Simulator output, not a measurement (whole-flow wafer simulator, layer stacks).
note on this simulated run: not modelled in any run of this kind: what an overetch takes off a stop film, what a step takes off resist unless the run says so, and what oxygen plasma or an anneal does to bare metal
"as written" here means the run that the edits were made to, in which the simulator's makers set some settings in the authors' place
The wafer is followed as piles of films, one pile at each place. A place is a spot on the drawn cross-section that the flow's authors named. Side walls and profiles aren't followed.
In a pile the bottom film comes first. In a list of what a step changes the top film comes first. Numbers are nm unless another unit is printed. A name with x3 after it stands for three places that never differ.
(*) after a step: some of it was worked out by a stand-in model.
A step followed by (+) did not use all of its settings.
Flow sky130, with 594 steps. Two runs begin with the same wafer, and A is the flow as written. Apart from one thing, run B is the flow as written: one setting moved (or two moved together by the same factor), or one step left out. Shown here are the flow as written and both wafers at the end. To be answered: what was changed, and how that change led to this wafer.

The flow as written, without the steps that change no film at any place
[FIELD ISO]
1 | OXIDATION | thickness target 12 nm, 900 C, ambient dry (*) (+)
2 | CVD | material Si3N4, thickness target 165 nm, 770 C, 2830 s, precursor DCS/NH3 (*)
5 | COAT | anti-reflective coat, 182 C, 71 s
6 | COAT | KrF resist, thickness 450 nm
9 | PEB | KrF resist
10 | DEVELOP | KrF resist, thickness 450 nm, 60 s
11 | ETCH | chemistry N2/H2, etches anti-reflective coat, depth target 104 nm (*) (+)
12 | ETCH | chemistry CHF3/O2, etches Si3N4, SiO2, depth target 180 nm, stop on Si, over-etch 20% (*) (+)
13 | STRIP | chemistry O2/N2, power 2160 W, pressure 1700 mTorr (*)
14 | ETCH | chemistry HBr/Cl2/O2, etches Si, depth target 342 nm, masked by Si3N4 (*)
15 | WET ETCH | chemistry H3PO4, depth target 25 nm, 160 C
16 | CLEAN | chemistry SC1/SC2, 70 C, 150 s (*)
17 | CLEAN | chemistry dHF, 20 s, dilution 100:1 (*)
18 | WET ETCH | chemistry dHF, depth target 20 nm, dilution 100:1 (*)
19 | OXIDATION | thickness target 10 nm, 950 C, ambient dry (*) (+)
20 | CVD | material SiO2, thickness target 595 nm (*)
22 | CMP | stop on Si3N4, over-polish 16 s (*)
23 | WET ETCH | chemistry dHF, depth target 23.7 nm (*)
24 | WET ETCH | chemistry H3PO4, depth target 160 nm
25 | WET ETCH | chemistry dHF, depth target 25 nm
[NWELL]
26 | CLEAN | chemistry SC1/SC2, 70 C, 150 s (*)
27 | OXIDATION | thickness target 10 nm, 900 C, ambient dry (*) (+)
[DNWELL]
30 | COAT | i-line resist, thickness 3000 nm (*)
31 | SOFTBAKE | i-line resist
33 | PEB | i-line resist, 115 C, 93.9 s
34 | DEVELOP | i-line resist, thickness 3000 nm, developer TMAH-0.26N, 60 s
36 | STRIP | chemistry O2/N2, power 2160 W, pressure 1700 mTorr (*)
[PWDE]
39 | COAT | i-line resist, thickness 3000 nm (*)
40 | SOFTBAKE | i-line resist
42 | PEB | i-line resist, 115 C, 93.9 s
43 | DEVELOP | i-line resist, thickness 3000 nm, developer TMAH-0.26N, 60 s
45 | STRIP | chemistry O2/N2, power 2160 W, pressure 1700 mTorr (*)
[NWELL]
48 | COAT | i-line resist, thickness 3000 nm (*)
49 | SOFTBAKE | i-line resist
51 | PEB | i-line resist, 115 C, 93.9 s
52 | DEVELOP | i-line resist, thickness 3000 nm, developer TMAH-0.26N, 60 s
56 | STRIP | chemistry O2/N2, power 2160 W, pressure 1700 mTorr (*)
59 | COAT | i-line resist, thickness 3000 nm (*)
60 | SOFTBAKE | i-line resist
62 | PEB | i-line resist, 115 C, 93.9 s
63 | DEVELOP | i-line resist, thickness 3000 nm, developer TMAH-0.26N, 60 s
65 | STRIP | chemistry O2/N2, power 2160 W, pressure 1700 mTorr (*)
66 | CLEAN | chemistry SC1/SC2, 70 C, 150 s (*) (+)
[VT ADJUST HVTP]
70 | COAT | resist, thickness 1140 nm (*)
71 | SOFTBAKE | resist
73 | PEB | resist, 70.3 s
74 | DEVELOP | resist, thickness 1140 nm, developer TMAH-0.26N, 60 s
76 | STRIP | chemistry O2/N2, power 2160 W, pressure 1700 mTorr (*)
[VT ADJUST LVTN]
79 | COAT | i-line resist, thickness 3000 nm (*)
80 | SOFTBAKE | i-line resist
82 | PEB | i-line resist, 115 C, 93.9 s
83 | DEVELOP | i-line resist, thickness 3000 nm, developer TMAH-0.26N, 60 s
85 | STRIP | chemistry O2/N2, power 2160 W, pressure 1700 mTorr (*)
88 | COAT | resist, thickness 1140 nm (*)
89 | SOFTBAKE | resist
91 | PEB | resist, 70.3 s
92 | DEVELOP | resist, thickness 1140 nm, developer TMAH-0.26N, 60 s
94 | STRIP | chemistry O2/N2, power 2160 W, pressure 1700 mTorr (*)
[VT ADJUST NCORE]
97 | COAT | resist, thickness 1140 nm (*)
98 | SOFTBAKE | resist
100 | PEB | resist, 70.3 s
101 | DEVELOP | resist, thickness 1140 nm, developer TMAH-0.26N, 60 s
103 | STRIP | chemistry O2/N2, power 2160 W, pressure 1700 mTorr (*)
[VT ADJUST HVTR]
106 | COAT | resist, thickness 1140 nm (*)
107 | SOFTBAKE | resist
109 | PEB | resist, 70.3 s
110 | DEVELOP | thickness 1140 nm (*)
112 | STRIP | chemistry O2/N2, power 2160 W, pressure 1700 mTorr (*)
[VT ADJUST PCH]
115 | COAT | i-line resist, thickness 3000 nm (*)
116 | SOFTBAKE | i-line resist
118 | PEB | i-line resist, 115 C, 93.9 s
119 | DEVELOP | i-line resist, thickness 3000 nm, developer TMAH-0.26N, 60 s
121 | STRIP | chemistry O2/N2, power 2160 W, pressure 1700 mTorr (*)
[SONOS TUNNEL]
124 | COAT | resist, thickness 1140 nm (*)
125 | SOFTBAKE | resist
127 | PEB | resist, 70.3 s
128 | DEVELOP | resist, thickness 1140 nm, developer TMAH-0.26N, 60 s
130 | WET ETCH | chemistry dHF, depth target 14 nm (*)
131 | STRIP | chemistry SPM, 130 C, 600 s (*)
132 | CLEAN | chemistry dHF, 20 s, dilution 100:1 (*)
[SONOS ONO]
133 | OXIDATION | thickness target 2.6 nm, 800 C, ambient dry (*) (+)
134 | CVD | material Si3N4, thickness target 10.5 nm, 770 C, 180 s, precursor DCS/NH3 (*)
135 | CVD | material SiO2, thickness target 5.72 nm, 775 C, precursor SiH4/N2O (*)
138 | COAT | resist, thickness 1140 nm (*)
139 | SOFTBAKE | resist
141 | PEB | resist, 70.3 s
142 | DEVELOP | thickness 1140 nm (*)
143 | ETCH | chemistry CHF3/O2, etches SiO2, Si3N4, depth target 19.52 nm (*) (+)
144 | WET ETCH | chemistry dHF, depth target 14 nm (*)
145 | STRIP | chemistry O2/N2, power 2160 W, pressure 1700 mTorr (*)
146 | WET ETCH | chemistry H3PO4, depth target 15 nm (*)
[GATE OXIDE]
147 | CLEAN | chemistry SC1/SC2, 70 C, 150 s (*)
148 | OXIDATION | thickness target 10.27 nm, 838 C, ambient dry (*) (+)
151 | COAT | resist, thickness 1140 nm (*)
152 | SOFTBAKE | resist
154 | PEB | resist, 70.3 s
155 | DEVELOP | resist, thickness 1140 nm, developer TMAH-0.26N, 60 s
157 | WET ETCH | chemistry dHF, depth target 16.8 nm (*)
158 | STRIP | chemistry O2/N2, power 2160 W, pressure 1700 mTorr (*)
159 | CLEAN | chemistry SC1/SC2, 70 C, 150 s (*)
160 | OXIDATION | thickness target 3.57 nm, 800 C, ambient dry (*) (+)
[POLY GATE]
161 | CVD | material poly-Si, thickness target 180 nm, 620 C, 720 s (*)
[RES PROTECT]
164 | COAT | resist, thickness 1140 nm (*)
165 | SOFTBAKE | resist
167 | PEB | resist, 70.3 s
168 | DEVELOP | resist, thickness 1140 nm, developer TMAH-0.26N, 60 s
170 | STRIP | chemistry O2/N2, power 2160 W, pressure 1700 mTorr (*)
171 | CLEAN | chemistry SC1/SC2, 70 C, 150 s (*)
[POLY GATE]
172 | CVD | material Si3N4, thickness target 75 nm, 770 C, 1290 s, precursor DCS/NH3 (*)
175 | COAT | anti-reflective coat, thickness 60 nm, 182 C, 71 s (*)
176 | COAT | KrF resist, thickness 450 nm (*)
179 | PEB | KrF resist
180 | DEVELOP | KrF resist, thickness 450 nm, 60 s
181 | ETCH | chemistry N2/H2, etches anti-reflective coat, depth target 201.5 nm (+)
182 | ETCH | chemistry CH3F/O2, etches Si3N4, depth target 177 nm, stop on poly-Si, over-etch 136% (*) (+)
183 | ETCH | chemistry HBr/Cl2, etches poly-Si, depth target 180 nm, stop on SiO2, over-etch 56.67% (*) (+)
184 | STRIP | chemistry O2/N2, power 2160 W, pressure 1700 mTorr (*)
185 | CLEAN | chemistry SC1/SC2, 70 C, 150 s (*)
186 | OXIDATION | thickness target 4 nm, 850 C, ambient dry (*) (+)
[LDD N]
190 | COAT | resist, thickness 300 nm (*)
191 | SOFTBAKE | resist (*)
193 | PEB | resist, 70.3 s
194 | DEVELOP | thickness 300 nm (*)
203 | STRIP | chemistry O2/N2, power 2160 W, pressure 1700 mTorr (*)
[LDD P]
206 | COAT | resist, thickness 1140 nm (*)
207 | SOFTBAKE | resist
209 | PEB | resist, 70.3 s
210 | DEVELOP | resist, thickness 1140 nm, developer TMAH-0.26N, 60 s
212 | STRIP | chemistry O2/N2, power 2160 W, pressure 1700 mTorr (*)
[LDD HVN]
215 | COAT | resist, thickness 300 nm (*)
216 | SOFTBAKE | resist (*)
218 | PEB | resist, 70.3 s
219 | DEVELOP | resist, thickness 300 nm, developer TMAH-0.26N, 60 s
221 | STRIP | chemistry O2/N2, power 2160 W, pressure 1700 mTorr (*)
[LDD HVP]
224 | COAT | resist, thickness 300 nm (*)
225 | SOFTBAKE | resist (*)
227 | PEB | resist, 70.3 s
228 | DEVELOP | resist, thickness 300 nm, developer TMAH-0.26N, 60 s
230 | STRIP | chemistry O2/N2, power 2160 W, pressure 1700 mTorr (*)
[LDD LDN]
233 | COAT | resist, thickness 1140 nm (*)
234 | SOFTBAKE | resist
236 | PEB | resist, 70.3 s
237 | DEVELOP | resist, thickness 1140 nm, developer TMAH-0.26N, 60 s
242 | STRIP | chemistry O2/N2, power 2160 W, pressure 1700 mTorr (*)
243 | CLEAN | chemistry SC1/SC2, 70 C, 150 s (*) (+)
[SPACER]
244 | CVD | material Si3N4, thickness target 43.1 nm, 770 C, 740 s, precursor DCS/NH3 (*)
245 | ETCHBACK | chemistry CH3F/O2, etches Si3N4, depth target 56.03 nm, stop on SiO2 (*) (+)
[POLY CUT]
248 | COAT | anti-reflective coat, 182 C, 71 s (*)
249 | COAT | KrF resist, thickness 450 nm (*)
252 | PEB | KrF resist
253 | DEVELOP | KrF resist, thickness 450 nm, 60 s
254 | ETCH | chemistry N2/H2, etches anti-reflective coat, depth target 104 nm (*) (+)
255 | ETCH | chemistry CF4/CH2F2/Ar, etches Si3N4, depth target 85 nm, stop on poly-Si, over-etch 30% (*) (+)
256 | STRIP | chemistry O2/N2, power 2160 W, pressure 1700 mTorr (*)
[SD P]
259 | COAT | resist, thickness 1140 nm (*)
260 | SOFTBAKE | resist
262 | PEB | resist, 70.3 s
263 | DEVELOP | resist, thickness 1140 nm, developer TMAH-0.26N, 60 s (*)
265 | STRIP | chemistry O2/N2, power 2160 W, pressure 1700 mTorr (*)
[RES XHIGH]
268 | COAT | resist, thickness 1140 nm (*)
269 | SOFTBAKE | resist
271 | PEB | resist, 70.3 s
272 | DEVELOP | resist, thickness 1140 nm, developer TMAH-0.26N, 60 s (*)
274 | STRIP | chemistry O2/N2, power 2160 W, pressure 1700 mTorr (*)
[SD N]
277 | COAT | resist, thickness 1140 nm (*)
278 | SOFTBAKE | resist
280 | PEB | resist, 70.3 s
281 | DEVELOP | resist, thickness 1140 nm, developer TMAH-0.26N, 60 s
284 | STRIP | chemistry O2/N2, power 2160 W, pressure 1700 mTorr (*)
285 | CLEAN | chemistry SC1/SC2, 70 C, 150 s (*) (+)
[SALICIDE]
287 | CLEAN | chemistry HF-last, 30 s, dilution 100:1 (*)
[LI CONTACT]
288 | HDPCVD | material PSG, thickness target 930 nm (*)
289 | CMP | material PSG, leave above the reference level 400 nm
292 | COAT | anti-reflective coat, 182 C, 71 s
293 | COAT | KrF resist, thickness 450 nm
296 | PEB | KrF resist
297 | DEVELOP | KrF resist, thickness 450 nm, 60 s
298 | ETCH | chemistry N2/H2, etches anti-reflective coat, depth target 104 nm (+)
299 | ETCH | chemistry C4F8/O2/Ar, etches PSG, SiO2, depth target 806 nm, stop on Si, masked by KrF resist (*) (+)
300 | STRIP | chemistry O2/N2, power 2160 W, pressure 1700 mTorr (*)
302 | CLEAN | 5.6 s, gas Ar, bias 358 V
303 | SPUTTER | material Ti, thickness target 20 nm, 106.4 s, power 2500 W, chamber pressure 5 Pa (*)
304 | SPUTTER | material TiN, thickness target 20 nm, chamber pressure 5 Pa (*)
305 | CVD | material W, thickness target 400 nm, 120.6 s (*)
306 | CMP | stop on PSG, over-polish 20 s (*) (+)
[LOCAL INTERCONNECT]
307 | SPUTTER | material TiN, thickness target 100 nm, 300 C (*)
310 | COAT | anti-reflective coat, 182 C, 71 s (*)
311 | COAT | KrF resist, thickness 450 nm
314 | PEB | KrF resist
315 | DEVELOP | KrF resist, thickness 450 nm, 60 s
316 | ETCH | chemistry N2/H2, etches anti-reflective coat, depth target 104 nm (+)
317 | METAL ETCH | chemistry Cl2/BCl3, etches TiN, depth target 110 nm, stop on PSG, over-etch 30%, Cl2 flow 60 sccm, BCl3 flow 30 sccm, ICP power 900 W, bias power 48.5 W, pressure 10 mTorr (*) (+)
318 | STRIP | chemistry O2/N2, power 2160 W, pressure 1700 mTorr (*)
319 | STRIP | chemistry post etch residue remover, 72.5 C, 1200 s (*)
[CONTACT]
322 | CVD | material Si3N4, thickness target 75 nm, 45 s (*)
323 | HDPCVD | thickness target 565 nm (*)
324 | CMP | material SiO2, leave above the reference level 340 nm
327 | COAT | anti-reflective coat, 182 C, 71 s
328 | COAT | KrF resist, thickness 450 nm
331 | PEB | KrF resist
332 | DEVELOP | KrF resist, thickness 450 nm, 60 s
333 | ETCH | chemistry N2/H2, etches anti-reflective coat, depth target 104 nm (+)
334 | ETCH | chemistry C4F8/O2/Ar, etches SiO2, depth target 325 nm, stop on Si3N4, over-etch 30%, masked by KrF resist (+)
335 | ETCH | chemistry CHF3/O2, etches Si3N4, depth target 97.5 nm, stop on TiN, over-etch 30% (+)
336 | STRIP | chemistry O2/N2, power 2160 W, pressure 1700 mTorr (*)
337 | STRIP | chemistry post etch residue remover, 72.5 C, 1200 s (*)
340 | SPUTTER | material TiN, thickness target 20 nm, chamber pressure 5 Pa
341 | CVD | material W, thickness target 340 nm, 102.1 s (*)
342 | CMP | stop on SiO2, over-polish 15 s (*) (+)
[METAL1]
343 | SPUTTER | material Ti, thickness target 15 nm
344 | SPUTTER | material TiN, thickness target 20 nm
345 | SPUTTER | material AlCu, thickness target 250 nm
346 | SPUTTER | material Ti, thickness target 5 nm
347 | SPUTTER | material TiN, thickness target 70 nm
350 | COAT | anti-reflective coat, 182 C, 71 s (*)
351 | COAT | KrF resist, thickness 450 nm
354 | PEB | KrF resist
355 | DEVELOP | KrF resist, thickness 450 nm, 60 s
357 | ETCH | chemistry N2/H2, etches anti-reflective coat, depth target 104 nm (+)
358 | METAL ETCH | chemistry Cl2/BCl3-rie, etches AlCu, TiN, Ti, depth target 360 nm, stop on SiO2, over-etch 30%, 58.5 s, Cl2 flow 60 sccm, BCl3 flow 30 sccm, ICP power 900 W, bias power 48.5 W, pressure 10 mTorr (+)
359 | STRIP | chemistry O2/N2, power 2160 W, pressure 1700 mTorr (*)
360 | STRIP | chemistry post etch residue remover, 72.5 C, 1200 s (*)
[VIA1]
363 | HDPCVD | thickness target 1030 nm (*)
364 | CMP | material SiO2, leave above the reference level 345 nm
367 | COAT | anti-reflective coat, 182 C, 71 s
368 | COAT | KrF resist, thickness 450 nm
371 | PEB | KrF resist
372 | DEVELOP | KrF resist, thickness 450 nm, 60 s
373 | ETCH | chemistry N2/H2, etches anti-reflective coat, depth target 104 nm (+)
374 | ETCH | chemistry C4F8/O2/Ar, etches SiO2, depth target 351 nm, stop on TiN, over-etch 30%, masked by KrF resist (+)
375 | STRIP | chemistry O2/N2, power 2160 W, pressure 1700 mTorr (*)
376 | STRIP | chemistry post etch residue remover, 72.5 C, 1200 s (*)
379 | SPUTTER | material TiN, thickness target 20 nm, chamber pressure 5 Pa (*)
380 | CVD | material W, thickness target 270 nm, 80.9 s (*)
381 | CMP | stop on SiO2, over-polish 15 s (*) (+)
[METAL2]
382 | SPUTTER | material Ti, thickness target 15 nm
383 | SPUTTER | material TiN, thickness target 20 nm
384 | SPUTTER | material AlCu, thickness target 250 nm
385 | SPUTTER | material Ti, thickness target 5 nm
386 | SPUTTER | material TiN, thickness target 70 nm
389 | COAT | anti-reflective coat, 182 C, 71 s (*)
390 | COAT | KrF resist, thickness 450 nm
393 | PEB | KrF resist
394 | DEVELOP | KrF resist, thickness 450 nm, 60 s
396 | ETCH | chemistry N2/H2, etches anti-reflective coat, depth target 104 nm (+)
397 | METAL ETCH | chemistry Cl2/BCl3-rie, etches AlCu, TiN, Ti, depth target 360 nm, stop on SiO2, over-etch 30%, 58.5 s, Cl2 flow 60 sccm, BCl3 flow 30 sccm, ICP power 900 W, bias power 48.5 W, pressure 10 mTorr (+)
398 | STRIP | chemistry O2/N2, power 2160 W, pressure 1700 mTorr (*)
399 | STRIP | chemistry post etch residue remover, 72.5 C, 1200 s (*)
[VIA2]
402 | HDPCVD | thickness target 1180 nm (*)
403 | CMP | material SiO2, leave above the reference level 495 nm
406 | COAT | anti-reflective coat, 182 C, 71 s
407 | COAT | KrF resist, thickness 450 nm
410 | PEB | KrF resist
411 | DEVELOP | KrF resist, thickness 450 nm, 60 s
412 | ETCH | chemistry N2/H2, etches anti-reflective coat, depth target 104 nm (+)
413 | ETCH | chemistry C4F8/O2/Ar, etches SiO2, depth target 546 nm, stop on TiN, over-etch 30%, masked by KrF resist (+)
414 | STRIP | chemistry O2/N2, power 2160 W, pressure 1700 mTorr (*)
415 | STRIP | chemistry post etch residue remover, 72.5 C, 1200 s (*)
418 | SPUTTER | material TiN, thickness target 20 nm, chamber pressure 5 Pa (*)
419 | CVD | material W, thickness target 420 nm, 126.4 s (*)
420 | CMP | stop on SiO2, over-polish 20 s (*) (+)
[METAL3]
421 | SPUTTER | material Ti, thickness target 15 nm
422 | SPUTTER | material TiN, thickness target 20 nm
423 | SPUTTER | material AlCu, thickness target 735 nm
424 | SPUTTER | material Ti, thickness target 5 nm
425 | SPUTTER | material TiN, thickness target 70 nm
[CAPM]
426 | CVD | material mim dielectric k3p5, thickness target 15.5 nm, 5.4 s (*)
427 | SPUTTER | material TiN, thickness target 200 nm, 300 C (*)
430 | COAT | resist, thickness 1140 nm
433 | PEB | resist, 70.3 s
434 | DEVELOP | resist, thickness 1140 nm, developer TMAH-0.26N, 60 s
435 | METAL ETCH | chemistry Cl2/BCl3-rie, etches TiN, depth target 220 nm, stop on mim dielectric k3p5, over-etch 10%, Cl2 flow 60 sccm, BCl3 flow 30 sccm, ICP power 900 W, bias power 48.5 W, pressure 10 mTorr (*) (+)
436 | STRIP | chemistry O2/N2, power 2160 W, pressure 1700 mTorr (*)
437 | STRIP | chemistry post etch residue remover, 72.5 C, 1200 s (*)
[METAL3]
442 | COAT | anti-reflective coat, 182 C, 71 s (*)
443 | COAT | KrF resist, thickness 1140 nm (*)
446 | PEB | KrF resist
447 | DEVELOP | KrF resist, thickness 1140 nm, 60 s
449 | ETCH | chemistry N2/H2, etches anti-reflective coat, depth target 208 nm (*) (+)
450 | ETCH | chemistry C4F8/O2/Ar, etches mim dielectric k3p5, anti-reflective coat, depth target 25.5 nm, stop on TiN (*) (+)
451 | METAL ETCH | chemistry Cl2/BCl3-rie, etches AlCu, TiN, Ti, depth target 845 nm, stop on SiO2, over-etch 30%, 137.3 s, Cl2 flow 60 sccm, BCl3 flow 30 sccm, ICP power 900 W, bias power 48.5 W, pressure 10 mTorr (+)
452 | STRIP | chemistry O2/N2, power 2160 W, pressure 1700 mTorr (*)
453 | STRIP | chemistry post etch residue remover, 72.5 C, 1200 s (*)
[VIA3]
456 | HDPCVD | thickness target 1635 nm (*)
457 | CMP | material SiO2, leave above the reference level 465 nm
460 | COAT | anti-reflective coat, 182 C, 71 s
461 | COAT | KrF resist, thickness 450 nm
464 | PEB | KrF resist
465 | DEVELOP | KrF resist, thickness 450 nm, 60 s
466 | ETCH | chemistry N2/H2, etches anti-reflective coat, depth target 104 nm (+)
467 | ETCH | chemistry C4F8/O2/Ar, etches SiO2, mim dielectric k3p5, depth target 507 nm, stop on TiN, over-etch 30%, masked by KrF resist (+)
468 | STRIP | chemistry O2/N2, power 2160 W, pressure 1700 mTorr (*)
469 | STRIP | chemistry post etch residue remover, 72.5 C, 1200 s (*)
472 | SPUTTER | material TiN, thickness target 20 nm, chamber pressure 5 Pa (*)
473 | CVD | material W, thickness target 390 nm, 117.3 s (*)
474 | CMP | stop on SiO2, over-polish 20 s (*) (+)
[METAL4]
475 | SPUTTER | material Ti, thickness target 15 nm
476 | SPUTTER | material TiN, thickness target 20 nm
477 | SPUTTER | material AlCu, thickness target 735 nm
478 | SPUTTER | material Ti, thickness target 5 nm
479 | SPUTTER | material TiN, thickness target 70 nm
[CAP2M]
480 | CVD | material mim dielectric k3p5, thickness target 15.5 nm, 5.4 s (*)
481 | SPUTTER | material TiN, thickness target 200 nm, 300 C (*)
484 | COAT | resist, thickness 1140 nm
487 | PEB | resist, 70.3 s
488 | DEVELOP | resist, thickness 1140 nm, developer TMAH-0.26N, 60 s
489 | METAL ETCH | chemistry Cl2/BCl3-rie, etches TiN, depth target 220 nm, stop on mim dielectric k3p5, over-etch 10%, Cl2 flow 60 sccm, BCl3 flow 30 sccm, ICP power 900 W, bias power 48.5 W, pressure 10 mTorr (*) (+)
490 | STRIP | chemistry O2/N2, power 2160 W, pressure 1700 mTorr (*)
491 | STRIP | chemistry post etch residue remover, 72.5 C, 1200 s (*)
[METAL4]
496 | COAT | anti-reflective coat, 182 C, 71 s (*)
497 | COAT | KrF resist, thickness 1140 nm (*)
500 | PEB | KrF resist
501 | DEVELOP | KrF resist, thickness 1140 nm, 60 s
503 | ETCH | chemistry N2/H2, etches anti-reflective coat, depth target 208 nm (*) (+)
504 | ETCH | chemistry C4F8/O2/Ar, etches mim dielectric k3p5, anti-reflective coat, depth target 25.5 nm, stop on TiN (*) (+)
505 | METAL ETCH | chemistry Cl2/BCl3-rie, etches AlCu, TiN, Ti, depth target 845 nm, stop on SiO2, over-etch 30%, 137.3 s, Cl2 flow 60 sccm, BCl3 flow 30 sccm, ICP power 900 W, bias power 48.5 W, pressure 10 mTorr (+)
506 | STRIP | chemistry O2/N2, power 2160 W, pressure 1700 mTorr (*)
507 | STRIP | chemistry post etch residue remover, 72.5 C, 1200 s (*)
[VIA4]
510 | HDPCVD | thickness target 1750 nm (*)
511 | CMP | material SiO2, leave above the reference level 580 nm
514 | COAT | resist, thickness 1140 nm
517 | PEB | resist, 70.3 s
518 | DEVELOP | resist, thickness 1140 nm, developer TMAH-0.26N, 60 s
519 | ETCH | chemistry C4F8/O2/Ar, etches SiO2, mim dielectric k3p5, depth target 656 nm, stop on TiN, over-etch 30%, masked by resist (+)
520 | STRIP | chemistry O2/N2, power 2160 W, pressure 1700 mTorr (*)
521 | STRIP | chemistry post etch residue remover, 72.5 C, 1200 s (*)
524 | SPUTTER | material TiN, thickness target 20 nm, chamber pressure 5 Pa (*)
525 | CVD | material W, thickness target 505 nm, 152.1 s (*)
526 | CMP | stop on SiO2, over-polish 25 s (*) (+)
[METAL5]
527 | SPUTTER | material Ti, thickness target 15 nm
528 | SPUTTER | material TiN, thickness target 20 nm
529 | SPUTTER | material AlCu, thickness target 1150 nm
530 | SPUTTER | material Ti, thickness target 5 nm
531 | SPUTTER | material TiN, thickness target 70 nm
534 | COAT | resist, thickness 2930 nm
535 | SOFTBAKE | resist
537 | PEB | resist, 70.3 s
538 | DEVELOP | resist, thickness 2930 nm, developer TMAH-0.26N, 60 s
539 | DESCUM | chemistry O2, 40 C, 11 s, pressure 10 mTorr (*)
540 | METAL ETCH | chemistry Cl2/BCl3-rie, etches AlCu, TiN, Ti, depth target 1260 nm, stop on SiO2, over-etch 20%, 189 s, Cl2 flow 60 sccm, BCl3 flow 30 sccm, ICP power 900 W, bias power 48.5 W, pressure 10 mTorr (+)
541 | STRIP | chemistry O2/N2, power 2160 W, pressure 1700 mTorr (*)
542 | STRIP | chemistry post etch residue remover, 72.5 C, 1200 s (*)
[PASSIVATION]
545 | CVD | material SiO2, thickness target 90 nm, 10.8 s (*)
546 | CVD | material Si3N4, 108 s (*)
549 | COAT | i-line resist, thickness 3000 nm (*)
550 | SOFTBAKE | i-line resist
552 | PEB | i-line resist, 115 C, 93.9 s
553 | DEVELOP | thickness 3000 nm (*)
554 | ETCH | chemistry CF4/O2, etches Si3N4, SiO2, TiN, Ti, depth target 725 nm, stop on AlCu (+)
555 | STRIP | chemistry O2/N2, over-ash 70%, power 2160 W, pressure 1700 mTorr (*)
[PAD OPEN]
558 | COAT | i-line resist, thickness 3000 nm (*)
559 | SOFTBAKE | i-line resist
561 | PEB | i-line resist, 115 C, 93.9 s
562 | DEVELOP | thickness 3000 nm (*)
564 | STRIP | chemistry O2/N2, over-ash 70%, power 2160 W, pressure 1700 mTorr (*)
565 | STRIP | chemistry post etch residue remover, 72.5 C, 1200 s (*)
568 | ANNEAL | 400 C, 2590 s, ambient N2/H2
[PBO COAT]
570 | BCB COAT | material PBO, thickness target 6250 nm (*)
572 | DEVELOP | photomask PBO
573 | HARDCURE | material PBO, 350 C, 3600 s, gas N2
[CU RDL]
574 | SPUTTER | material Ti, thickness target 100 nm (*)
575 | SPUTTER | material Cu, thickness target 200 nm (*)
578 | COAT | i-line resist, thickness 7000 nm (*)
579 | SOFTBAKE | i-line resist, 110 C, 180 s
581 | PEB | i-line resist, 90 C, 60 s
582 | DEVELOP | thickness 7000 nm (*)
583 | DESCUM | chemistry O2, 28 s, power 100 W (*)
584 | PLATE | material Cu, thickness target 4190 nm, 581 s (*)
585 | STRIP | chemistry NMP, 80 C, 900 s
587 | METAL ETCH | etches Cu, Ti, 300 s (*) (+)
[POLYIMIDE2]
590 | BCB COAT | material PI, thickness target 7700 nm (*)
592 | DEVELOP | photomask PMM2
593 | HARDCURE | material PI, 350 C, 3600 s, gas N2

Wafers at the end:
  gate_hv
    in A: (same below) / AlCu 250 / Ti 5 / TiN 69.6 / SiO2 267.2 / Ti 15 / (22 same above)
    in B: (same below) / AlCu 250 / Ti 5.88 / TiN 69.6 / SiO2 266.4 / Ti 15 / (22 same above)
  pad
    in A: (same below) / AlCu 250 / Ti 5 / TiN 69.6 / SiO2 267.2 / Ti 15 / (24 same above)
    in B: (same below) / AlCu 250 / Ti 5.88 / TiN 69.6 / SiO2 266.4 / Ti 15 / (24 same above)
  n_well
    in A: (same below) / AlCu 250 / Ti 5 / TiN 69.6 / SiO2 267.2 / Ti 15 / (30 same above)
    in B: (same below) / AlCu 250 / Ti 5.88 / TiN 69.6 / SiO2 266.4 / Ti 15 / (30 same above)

What caused this: step 346, SPUTTER: thickness target 5.88 nm was run, while the flow as written has thickness target 5 nm.
The wafer itself shows it: gate_hv has Ti 5.88, and step 346 as written asks for 5 nm.

How this came from the change, step by step:
  346 | SPUTTER | material Ti, thickness target 5 nm
      field, active, n_well and 188 more: A +5 Ti (new film) | B +5.88 Ti (new film)
  358 | METAL ETCH | chemistry Cl2/BCl3-rie, etches AlCu, TiN, Ti, depth target 360 nm, stop on SiO2, over-etch 30%, 58.5 s, Cl2 flow 60 sccm, BCl3 flow 30 sccm, ICP power 900 W, bias power 48.5 W, pressure 10 mTorr (+)
      field, active, gate and 81 more: A -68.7 TiN (all of it), -5 Ti (all of it), -250 AlCu (all of it), -20 TiN (all of it), -15 Ti (all of it), -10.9 SiO2 | B -68.7 TiN (all of it), -5.88 Ti (all of it), -250 AlCu (all of it), -20 TiN (all of it), -15 Ti (all of it), -10.8 SiO2
